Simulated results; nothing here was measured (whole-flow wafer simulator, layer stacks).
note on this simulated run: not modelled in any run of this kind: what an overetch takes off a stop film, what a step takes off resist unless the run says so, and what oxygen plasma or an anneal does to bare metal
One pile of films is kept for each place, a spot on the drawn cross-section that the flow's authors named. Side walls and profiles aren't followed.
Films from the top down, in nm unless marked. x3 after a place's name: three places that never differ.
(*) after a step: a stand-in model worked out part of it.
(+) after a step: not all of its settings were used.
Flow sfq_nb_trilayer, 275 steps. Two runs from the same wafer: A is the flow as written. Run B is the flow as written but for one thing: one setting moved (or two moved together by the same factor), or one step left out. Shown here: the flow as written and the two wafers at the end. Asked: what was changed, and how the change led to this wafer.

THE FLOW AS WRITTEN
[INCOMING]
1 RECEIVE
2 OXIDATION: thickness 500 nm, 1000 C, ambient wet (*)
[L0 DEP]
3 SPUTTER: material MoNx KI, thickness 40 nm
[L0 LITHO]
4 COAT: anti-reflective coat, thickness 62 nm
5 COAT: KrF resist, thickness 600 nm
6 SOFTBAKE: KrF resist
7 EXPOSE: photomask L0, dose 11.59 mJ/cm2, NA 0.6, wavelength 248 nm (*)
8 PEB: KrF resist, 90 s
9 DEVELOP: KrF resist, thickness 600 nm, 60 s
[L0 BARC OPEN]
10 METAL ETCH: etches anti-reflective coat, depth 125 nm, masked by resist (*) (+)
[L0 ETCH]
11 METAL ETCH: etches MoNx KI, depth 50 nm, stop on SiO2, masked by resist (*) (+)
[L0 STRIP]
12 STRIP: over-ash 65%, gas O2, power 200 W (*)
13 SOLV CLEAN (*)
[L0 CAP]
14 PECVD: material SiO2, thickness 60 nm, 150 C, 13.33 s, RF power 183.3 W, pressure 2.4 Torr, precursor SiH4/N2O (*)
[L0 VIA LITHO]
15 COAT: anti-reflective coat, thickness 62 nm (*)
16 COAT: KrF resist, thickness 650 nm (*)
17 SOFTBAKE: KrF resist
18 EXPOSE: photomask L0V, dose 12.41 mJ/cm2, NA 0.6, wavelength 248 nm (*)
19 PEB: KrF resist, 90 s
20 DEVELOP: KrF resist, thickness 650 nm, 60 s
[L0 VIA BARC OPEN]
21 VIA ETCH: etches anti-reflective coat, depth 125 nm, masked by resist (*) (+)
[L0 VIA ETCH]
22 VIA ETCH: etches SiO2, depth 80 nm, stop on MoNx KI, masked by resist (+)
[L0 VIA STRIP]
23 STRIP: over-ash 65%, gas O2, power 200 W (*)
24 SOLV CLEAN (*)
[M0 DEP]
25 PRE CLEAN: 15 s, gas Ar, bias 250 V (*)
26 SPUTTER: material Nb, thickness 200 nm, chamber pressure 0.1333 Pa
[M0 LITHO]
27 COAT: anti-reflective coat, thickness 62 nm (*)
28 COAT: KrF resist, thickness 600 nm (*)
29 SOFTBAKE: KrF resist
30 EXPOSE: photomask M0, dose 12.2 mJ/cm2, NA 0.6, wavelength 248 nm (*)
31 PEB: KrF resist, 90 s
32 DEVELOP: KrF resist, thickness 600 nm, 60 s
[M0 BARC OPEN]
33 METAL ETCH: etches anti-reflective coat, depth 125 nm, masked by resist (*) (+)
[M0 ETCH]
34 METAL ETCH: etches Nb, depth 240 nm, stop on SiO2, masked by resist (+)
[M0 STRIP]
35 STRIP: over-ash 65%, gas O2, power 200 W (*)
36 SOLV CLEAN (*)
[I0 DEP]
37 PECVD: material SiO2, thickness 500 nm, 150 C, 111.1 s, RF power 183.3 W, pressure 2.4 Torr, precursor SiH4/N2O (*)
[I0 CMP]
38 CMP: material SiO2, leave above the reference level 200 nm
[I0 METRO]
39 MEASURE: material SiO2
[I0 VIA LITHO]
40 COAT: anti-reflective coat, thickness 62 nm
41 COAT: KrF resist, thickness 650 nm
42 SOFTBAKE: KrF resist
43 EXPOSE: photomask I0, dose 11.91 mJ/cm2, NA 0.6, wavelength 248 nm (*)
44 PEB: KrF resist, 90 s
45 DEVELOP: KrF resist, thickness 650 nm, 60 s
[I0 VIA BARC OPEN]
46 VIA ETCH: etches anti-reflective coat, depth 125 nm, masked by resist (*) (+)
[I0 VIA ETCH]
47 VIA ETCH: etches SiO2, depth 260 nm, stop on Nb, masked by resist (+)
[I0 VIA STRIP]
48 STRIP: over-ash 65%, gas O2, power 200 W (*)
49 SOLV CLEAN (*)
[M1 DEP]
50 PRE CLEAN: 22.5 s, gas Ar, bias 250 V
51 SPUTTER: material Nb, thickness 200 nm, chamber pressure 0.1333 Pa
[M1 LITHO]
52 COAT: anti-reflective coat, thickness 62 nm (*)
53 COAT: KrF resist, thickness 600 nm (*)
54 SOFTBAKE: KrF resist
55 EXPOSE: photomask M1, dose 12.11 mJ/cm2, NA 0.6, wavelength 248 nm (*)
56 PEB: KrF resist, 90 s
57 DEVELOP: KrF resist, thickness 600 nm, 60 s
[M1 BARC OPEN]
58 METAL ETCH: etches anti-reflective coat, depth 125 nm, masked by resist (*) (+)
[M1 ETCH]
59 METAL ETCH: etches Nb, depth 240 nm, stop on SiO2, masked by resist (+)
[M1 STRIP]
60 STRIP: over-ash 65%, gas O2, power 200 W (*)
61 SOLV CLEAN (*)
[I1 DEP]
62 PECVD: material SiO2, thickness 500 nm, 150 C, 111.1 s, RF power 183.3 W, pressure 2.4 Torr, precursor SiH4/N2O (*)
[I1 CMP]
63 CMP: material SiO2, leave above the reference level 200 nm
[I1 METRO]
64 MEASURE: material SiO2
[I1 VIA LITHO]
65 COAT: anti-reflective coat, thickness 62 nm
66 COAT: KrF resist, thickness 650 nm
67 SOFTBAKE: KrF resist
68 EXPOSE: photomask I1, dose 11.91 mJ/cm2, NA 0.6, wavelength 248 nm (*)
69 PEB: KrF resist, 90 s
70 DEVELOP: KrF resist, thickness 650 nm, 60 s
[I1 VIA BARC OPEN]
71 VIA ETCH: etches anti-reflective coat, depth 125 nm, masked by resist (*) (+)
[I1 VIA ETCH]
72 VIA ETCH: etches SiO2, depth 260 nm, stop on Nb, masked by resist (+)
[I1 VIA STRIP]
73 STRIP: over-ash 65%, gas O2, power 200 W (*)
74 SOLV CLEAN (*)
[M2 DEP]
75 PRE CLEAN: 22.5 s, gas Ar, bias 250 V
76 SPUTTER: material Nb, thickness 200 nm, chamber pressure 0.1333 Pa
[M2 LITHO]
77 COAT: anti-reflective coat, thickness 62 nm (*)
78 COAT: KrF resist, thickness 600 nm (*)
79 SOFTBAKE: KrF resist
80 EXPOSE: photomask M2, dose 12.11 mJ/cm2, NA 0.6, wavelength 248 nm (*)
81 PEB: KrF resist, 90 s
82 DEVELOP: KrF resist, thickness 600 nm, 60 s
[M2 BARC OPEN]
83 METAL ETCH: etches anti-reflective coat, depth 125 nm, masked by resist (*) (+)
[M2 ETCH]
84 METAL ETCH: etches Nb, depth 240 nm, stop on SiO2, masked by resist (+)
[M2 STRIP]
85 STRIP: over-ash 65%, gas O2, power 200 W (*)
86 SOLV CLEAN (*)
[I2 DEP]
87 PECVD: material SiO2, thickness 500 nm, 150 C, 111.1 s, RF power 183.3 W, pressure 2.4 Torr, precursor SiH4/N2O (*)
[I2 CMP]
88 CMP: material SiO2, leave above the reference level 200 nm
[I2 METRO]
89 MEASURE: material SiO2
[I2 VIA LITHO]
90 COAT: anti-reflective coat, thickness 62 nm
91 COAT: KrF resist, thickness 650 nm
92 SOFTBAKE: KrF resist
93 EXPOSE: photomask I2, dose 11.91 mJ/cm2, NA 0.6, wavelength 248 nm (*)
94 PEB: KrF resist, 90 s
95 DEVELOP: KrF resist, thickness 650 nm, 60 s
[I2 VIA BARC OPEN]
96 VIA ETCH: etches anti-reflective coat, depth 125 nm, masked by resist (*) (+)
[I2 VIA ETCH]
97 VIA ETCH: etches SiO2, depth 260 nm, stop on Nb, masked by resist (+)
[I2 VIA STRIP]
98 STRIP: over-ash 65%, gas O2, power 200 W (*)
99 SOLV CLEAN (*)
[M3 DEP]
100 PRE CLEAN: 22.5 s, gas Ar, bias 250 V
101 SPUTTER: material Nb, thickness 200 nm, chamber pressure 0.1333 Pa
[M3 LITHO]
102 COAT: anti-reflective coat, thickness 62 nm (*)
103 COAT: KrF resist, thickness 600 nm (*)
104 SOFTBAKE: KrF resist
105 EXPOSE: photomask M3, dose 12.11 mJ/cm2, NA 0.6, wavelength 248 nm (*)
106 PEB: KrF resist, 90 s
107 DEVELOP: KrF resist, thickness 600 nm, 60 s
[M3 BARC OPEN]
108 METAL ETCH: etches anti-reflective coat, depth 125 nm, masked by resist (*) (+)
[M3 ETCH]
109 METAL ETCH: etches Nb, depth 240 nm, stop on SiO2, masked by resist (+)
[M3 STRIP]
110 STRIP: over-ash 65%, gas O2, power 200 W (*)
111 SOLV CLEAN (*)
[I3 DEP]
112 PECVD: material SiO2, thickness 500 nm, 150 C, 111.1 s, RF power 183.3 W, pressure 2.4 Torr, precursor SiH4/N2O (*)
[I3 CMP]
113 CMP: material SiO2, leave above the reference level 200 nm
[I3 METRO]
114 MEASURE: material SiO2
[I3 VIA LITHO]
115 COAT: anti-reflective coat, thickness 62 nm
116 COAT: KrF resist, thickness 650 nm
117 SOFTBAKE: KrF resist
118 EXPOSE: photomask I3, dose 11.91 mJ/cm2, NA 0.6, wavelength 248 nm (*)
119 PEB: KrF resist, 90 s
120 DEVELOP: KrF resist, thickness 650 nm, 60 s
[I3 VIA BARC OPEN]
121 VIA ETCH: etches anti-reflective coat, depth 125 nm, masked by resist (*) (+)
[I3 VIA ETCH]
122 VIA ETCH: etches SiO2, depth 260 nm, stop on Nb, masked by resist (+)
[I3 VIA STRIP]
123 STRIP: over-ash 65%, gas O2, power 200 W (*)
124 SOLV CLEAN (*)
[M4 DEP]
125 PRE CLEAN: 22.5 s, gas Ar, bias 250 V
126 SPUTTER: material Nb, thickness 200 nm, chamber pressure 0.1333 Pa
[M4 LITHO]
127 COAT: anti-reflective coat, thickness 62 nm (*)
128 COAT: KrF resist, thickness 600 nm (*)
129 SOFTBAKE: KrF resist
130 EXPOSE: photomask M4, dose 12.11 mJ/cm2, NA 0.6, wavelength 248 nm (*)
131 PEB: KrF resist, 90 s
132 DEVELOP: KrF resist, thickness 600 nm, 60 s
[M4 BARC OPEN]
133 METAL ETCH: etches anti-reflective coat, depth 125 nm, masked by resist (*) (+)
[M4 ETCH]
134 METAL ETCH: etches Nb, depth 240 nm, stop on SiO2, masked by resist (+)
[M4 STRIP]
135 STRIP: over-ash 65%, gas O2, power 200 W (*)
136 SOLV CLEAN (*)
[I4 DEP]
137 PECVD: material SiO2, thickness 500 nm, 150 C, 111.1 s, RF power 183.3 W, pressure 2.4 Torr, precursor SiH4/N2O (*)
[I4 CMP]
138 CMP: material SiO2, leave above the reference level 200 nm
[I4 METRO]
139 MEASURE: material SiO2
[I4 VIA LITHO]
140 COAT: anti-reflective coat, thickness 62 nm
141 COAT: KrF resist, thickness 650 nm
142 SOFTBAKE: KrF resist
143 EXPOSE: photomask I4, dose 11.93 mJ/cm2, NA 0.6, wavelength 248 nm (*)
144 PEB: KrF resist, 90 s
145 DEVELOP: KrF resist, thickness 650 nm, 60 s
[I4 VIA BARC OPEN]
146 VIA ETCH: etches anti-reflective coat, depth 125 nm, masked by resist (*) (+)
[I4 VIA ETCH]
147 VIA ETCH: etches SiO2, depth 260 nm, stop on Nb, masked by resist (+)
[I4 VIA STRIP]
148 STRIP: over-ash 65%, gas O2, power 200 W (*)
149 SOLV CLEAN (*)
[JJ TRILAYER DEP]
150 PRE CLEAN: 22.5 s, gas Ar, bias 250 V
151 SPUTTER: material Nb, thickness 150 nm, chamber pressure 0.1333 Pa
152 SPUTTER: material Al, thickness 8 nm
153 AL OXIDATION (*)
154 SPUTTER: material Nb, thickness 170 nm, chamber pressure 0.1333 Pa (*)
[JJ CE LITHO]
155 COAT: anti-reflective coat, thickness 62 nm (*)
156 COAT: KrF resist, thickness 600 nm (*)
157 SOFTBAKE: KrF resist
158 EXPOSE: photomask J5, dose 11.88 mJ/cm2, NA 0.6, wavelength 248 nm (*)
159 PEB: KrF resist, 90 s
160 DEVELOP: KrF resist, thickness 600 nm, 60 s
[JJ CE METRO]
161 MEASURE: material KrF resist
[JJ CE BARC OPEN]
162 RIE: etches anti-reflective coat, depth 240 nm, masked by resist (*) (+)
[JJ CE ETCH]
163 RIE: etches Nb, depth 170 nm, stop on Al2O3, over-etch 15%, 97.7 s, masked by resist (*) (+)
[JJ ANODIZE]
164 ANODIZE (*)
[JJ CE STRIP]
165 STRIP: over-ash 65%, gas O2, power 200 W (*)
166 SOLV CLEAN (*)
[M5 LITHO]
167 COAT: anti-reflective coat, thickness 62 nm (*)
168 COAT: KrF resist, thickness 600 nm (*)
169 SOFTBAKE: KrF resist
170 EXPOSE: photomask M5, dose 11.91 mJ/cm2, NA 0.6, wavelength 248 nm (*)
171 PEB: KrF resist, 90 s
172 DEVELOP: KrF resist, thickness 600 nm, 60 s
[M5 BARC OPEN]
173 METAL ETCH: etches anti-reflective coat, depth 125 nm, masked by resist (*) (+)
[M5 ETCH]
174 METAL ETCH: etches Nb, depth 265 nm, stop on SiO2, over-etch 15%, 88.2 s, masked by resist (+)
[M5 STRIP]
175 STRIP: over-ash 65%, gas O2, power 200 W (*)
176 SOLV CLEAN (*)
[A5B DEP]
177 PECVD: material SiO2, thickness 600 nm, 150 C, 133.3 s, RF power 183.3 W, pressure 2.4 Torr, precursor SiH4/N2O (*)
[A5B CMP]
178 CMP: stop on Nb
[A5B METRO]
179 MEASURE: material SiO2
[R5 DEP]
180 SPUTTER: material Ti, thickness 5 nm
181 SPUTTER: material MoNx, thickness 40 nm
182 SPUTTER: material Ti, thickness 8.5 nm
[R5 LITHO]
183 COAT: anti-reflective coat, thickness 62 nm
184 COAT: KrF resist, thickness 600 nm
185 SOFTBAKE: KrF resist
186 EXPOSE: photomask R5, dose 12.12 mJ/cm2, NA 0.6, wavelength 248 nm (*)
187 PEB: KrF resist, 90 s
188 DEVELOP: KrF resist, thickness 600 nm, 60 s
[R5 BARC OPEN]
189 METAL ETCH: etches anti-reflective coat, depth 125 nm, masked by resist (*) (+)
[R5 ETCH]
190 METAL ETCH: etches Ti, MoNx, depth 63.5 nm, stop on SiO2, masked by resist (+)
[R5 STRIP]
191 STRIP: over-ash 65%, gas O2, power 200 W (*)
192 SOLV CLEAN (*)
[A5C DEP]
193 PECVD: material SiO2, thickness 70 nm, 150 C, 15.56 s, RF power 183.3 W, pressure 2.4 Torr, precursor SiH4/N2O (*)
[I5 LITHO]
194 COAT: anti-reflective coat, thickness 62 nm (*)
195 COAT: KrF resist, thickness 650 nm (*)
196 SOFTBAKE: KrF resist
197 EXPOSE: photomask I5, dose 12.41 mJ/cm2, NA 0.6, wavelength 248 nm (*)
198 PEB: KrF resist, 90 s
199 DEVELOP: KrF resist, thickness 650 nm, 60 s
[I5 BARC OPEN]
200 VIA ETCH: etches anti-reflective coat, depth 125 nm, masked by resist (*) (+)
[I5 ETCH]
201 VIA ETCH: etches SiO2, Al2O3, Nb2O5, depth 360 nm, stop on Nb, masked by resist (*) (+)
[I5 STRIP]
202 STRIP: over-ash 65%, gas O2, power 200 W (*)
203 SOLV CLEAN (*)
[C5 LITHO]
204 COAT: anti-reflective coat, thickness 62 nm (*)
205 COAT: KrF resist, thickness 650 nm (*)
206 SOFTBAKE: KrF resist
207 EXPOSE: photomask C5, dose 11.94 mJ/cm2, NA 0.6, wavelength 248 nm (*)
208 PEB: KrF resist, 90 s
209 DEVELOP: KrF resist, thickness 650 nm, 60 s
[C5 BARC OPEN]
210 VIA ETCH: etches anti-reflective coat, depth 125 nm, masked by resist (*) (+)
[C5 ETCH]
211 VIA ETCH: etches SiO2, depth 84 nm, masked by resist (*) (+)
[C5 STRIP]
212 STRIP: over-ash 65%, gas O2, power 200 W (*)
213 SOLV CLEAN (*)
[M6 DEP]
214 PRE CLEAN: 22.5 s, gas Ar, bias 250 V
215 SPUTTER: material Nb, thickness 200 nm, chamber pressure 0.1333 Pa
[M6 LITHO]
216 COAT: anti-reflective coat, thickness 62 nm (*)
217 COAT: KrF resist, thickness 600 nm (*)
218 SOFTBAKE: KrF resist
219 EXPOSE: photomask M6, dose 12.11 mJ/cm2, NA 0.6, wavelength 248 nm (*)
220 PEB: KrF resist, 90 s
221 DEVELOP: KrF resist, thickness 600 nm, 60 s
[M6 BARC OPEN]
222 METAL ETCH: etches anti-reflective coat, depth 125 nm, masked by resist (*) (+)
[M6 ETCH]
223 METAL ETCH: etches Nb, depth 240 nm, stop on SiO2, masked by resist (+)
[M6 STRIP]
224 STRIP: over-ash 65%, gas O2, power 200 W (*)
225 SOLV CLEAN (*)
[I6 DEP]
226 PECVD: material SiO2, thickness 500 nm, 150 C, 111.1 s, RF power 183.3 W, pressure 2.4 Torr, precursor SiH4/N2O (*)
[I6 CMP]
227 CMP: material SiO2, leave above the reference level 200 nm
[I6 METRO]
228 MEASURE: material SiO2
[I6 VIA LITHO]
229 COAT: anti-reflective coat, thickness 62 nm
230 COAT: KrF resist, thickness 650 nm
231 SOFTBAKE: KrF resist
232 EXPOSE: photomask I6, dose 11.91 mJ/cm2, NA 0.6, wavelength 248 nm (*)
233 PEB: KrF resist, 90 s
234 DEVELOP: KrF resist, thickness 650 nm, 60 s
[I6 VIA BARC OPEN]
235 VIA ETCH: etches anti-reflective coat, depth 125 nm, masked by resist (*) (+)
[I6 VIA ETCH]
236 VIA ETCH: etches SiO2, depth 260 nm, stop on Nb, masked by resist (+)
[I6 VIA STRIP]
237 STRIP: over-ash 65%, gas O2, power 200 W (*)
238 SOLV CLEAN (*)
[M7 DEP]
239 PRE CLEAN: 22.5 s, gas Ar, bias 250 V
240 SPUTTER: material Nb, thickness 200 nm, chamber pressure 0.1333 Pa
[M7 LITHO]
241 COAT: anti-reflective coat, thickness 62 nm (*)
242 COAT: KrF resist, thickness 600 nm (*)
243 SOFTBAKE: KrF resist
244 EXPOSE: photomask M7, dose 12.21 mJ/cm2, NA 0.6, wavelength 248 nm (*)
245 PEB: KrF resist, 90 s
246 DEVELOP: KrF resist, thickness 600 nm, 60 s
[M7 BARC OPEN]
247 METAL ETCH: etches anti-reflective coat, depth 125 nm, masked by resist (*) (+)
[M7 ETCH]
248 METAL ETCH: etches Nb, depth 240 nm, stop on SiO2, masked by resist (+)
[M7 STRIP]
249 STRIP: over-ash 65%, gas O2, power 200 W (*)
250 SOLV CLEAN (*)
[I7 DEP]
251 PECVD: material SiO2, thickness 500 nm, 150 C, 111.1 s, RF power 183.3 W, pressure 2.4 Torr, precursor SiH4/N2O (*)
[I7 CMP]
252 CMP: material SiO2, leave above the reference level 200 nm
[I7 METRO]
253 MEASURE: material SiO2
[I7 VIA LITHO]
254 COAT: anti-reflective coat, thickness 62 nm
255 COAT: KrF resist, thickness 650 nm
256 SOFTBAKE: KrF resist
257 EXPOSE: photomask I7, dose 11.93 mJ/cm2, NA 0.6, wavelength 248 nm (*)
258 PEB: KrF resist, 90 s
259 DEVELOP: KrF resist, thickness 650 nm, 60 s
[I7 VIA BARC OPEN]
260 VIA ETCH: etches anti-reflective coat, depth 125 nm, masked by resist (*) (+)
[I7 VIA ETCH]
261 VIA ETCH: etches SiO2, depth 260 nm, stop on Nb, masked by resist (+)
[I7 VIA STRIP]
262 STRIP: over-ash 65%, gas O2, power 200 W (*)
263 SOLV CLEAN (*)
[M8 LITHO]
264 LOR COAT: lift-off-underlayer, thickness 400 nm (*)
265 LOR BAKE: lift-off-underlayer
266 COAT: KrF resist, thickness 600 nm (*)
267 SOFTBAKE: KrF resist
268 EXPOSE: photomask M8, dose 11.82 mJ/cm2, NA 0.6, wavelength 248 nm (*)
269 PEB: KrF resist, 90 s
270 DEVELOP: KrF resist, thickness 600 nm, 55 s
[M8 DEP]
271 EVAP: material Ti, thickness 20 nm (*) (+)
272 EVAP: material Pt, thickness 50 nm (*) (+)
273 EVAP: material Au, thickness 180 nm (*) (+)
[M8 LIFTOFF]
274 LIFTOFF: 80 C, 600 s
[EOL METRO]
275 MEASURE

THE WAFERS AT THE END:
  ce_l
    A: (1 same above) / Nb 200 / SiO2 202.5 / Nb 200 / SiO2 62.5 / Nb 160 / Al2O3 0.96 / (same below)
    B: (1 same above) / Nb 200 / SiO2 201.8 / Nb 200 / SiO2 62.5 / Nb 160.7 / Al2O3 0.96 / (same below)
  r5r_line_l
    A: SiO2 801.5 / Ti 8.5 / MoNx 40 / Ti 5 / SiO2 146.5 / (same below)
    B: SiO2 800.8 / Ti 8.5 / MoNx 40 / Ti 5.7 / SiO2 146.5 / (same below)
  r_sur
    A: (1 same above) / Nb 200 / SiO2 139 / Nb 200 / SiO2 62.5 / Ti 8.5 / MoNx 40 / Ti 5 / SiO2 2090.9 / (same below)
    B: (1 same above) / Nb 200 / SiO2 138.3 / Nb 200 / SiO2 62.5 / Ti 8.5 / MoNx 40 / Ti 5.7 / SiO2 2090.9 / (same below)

The cause: step 180, SPUTTER: thickness 5.7 nm was run, where the flow has thickness 5 nm.
It can be read off the wafer: r5r_line_l has Ti 5.7, and step 180 as written asks for 5 nm.

How the change led to this, step by step:
  180 SPUTTER: material Ti, thickness 5 nm
      field_l, v_sur, via_wl and 103 more: A Ti +5 (new film) | B Ti +5.7 (new film)
  190 METAL ETCH: etches Ti, MoNx, depth 63.5 nm, stop on SiO2, masked by resist (+)
      field_l, v_sur, via_wl and 92 more: A Ti -8.5 (all of it), MoNx -40 (all of it), Ti -5 (all of it) | B Ti -8.5 (all of it), MoNx -40 (all of it), Ti -5.7 (all of it)
      ce_l, c5j, ce_r, wl_jj: A Ti -8.5 (all of it), MoNx -40 (all of it), Ti -5 (all of it), Nb -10 | B Ti -8.5 (all of it), MoNx -40 (all of it), Ti -5.7 (all of it), Nb -9.3
